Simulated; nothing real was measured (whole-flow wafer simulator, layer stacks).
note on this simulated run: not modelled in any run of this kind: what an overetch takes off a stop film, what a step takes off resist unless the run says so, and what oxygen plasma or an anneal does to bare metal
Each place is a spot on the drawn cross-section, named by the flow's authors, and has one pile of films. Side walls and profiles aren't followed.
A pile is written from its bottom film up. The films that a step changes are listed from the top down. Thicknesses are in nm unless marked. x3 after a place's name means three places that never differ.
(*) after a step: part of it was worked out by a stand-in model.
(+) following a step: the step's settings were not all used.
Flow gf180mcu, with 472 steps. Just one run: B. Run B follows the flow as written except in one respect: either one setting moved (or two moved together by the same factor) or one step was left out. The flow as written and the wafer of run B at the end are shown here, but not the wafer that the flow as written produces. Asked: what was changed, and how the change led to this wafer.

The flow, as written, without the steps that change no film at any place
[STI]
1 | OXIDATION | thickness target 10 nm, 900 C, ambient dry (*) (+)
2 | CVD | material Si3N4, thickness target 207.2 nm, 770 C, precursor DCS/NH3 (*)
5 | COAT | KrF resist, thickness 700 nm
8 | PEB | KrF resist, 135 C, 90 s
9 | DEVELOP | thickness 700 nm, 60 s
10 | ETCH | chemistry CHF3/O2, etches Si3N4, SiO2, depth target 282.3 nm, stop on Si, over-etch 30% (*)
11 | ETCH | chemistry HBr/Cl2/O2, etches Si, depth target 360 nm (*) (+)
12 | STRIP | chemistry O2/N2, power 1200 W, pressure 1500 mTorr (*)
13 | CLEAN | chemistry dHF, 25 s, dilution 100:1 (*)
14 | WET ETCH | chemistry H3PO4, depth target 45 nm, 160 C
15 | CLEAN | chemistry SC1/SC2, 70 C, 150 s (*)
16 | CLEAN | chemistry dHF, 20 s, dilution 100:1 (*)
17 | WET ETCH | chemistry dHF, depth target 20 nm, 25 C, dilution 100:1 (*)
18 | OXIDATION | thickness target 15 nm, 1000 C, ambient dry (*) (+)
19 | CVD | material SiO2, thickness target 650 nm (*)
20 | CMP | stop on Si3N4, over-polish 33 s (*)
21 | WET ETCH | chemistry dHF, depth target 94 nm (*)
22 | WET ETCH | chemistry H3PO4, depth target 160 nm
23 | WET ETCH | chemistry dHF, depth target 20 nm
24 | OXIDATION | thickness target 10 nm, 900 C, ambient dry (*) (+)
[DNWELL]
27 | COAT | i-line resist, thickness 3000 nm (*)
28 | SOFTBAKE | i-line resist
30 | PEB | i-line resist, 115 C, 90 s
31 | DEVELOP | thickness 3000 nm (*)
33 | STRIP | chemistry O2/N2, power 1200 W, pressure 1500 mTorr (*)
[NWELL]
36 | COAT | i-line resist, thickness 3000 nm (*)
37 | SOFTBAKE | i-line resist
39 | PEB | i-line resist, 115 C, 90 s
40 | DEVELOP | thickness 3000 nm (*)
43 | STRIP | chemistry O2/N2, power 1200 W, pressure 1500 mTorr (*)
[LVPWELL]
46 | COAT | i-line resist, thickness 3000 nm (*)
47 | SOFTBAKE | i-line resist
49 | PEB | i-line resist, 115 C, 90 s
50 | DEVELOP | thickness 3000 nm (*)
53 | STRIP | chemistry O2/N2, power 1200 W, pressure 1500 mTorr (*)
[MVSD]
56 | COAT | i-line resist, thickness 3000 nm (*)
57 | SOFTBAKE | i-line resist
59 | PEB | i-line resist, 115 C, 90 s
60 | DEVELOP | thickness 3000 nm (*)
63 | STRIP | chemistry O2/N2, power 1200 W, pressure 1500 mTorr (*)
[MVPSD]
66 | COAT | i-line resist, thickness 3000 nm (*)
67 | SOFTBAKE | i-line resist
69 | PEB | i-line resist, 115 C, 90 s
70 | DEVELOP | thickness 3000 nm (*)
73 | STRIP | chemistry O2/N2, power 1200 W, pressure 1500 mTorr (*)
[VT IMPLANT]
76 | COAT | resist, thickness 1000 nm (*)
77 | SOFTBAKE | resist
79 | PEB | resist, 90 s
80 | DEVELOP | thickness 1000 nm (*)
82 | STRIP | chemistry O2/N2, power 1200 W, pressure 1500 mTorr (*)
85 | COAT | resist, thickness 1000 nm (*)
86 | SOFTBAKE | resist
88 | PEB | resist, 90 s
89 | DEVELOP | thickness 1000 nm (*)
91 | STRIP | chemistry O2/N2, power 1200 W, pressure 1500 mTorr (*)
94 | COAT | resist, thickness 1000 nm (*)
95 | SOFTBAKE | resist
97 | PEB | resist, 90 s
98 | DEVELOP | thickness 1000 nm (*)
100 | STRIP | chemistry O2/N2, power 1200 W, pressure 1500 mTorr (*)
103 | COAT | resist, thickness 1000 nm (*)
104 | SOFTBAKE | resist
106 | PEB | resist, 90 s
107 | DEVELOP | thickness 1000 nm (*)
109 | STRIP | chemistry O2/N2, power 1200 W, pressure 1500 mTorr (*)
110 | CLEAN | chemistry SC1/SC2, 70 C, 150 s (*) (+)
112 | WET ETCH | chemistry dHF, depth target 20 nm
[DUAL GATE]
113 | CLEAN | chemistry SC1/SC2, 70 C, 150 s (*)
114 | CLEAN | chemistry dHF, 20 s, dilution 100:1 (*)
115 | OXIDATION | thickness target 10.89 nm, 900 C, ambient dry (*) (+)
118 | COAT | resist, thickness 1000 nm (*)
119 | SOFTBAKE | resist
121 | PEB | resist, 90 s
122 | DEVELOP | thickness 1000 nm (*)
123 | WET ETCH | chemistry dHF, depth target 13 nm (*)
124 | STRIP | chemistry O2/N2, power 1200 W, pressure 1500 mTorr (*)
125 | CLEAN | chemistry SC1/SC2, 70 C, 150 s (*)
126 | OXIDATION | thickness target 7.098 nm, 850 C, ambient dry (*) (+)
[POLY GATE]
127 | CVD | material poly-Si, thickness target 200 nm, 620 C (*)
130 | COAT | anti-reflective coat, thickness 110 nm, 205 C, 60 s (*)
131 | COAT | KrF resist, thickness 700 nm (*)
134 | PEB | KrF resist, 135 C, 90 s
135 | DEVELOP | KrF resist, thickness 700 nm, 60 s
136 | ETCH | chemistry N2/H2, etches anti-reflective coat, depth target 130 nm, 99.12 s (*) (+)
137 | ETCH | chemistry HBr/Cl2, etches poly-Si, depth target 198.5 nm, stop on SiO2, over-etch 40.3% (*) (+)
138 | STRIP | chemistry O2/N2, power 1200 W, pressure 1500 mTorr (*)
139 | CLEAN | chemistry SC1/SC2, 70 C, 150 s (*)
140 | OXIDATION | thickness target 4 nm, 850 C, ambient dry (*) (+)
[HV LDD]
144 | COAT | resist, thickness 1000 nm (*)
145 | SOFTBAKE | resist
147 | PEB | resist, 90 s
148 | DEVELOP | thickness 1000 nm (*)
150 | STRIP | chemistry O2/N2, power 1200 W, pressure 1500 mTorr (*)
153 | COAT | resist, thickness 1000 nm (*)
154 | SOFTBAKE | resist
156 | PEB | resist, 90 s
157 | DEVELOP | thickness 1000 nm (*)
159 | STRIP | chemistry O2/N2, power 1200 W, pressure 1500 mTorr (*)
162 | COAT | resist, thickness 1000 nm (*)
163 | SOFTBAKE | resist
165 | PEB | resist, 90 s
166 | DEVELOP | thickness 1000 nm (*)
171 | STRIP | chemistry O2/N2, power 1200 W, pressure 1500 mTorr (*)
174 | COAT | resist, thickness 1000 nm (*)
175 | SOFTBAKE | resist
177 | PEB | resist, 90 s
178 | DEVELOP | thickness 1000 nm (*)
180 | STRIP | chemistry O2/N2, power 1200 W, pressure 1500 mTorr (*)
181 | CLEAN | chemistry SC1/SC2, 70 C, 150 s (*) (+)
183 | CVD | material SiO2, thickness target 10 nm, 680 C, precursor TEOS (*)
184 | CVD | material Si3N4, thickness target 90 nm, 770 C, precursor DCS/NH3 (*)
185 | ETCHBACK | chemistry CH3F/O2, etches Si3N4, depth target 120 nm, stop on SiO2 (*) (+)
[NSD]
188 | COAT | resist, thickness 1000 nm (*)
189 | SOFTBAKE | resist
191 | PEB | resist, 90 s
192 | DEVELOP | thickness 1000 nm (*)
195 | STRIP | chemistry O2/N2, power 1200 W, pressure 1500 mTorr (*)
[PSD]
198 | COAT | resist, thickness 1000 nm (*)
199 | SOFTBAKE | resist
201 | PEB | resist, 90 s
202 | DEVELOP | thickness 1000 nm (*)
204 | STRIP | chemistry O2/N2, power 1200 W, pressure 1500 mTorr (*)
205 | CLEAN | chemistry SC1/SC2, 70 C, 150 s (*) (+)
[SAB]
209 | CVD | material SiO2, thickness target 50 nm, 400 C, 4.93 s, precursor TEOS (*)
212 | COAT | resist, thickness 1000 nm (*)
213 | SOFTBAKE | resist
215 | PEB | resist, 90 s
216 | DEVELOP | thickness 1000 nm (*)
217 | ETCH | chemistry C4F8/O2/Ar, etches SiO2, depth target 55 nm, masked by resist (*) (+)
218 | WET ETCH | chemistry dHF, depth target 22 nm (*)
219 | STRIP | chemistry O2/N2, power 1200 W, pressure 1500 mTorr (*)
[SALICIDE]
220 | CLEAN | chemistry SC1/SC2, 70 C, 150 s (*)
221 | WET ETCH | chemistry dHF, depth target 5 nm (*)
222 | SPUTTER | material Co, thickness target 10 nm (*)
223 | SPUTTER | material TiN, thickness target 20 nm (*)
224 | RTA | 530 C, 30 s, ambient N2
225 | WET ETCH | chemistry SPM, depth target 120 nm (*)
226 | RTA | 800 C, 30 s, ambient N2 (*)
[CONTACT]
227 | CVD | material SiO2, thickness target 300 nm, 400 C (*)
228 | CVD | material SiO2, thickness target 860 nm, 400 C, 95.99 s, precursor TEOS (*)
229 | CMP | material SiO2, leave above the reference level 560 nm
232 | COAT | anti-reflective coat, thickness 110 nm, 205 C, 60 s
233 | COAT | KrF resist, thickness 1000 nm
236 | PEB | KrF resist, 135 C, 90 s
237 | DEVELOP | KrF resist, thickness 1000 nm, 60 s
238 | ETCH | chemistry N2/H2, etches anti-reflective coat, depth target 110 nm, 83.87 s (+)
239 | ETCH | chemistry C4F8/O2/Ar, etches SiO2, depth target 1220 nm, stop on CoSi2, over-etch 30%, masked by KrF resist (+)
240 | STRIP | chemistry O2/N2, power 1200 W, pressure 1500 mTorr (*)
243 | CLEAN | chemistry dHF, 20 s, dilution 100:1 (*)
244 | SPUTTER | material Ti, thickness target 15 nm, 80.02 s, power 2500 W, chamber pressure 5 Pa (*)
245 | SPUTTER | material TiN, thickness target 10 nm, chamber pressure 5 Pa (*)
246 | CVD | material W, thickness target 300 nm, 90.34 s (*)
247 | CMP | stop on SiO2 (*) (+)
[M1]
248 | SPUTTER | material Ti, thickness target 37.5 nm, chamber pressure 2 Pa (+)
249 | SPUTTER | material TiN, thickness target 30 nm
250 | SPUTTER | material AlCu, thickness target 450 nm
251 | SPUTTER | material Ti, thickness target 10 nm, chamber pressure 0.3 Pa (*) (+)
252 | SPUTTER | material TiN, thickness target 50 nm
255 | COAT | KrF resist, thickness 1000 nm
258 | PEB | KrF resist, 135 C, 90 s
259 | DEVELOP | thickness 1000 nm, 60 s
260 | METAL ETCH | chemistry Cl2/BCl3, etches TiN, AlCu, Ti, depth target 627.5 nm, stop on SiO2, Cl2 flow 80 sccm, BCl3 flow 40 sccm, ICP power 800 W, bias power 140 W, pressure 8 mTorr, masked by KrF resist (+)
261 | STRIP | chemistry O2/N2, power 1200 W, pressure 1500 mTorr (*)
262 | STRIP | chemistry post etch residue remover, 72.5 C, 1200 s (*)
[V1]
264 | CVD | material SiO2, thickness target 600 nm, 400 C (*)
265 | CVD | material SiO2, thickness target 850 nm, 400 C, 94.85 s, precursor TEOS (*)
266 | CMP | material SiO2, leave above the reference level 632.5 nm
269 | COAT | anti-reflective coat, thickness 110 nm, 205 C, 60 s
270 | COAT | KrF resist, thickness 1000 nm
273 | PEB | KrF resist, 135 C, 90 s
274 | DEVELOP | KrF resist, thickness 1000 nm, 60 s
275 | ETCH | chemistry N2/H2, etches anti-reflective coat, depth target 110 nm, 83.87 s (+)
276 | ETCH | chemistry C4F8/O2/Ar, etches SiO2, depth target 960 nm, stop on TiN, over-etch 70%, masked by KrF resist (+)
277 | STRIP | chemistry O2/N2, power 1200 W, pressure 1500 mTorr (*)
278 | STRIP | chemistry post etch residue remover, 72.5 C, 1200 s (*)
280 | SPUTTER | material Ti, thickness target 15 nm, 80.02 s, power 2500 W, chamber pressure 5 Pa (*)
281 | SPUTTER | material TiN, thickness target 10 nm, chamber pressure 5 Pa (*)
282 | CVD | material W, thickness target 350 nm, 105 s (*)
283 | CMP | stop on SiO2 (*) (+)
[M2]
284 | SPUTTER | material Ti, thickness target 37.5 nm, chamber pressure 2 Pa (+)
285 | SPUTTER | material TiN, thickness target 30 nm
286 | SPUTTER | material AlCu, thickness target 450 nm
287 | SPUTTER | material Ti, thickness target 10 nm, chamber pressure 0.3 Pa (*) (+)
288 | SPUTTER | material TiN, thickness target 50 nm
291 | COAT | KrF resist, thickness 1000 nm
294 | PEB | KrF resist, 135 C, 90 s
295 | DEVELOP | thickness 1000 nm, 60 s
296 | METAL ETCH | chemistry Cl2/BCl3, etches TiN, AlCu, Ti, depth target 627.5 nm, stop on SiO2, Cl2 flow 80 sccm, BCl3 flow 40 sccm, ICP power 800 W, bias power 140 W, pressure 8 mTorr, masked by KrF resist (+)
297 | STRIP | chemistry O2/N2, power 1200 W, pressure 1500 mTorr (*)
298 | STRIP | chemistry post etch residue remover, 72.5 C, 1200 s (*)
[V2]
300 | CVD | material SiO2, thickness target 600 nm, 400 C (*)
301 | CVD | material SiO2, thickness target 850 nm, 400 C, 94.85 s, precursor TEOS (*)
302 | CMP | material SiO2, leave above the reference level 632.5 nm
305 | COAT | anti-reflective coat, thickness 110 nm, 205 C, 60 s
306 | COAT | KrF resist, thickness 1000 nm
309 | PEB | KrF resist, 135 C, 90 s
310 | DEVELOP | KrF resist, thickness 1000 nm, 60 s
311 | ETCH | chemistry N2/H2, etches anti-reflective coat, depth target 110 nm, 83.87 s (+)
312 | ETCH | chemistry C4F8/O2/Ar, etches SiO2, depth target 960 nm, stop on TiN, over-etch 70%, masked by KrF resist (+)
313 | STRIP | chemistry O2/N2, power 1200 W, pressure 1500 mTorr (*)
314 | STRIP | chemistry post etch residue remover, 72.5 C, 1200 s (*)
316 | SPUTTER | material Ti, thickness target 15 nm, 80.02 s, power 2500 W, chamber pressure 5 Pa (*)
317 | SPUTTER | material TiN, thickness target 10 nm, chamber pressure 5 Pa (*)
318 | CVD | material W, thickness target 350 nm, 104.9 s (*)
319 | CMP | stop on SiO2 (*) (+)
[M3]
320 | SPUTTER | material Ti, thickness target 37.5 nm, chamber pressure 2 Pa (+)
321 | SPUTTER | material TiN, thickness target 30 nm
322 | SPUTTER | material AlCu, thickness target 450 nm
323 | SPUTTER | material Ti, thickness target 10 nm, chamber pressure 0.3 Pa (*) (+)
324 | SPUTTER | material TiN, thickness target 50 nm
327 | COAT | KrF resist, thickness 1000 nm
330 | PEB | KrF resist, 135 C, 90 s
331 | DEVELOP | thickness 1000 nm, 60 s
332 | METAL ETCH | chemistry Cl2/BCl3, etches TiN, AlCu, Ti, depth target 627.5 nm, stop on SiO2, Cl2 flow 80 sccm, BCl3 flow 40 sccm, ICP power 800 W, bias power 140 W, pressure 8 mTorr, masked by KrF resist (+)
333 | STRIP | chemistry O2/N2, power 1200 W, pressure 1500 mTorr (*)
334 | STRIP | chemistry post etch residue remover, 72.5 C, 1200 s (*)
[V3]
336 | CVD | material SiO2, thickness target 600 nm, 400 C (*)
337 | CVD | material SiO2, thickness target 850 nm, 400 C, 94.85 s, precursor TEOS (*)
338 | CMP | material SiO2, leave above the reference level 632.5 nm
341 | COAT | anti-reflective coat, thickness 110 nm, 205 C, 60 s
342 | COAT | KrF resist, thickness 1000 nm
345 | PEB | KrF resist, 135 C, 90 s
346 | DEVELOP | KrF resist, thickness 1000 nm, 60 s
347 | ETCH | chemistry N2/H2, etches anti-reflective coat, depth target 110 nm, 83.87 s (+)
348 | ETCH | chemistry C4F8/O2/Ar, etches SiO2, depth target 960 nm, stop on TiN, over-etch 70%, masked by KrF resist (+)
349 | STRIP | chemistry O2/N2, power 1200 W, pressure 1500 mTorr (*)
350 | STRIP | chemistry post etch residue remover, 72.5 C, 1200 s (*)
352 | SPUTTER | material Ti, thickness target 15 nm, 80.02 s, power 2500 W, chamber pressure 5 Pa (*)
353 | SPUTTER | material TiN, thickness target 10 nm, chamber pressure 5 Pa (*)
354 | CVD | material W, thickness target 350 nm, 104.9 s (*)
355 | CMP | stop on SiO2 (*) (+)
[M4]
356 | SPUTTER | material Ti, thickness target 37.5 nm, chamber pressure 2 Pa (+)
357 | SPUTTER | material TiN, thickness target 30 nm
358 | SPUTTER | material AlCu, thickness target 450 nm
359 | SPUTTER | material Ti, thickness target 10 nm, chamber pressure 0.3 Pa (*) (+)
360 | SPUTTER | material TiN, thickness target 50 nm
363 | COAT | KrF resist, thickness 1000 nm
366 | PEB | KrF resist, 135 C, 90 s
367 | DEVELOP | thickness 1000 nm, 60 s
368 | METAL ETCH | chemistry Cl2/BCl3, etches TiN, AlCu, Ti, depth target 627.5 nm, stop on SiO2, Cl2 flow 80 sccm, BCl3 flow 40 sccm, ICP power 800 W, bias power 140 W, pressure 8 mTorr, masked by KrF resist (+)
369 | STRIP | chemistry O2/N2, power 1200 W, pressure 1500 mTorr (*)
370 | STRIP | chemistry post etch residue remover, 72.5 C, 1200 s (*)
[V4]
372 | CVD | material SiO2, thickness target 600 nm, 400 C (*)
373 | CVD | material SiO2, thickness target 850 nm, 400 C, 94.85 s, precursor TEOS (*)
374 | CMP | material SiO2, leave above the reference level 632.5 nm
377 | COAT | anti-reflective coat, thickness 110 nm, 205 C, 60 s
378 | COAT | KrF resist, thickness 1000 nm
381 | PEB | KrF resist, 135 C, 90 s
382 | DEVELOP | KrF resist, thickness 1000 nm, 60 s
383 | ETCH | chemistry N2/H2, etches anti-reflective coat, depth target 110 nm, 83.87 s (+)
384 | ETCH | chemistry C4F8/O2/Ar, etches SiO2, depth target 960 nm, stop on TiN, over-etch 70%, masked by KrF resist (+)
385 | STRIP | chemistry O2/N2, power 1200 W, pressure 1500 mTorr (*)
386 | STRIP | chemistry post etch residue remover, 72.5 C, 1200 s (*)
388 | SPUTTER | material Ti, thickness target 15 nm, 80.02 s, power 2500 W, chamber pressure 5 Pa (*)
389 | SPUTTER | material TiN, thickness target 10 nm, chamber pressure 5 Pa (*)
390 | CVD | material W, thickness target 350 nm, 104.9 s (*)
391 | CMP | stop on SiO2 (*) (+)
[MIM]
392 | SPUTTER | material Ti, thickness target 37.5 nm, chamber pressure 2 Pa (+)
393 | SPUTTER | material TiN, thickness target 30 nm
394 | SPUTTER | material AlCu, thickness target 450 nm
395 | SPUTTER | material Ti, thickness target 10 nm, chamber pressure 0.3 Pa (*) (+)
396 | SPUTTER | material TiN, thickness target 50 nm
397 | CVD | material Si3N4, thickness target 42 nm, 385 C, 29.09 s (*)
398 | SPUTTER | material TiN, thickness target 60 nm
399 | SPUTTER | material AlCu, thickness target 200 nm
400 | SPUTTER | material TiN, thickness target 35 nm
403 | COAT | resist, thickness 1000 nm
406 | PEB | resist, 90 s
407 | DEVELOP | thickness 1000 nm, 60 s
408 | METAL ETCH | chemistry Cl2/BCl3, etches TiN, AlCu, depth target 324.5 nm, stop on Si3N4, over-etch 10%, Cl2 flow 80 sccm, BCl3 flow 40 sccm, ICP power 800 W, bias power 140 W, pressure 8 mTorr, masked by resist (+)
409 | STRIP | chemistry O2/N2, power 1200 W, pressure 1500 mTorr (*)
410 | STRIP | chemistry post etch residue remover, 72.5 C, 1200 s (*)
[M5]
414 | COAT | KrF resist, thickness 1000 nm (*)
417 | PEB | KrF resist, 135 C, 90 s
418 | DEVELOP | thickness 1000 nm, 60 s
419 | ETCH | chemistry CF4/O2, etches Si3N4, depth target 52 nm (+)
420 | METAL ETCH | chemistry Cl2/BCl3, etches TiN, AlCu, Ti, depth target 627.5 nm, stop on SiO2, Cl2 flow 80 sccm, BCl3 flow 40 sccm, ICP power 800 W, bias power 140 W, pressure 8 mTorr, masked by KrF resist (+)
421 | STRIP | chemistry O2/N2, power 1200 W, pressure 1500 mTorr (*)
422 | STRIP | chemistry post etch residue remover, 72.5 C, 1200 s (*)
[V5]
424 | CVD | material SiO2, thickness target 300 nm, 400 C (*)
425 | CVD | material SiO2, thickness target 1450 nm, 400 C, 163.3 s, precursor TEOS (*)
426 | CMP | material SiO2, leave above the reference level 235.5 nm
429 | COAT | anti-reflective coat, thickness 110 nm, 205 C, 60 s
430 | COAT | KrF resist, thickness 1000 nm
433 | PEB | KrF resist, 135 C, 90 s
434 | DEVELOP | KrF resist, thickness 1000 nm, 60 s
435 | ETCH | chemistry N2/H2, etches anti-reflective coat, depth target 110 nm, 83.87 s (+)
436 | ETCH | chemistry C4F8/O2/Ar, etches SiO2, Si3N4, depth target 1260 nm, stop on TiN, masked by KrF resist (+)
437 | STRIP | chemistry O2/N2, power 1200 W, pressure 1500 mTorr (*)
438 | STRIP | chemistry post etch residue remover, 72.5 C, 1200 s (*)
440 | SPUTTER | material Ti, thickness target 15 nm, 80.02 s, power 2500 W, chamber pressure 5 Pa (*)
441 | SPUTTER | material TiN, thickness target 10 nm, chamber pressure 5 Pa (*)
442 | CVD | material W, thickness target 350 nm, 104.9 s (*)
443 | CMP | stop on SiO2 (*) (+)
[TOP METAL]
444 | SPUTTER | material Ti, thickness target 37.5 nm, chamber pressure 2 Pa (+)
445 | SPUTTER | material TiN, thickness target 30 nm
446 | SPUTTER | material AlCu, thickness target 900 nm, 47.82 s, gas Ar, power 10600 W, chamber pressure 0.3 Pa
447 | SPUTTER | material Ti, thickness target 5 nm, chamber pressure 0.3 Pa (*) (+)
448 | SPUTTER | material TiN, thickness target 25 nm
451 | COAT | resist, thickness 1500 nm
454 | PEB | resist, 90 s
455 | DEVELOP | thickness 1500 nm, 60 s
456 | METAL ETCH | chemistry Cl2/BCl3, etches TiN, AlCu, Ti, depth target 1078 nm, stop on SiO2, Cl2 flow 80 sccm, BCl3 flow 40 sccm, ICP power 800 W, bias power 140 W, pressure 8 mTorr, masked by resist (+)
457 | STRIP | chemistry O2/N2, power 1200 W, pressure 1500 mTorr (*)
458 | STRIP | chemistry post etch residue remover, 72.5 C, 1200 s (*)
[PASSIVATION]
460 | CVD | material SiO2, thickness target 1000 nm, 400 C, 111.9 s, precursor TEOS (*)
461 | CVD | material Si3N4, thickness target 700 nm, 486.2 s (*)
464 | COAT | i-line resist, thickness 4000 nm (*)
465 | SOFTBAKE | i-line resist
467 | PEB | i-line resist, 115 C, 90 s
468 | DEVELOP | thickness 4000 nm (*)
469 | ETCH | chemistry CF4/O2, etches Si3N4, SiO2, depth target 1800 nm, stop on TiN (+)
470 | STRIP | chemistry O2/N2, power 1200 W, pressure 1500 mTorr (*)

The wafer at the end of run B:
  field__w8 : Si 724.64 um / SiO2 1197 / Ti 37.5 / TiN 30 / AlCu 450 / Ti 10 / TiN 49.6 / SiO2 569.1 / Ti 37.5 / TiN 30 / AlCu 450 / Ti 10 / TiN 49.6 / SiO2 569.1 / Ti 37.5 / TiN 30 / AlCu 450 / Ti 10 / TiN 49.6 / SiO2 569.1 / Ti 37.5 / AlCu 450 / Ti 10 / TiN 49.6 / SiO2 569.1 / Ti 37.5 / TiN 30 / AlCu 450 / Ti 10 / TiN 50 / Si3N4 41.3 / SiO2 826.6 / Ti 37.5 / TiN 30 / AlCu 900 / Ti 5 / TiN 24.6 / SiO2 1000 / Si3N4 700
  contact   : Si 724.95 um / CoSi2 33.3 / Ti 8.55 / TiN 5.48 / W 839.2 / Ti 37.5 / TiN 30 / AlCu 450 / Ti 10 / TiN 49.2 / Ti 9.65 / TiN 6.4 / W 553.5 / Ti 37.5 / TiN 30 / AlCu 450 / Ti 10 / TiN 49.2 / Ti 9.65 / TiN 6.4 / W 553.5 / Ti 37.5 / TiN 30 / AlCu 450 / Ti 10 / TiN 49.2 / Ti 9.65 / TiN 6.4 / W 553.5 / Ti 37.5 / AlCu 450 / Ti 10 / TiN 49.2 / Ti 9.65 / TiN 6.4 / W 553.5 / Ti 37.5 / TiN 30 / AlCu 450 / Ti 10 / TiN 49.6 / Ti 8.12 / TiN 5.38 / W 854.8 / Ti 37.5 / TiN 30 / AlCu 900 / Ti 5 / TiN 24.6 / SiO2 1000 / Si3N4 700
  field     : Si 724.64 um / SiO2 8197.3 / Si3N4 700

Cause: step 357, SPUTTER: material TiN, thickness target 30 nm, was not run.

The path from the change to this, step by step:
  368 | METAL ETCH | chemistry Cl2/BCl3, etches TiN, AlCu, Ti, depth target 627.5 nm, stop on SiO2, Cl2 flow 80 sccm, BCl3 flow 40 sccm, ICP power 800 W, bias power 140 W, pressure 8 mTorr, masked by KrF resist (+)
      field, field__w1, field__w2 and 103 more: TiN loses 50 (all of it), Ti loses 10 (all of it), AlCu loses 450 (all of it), Ti loses 37.5 (all of it) (it would be, as written: TiN loses 50 (all of it), Ti loses 10 (all of it), AlCu loses 450 (all of it), TiN loses 30 (all of it), Ti loses 37.5 (all of it))
  374 | CMP | material SiO2, leave above the reference level 632.5 nm
      field, field__w1, field__w2 and 103 more: SiO2 loses 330 (it would be, as written: SiO2 loses 300)
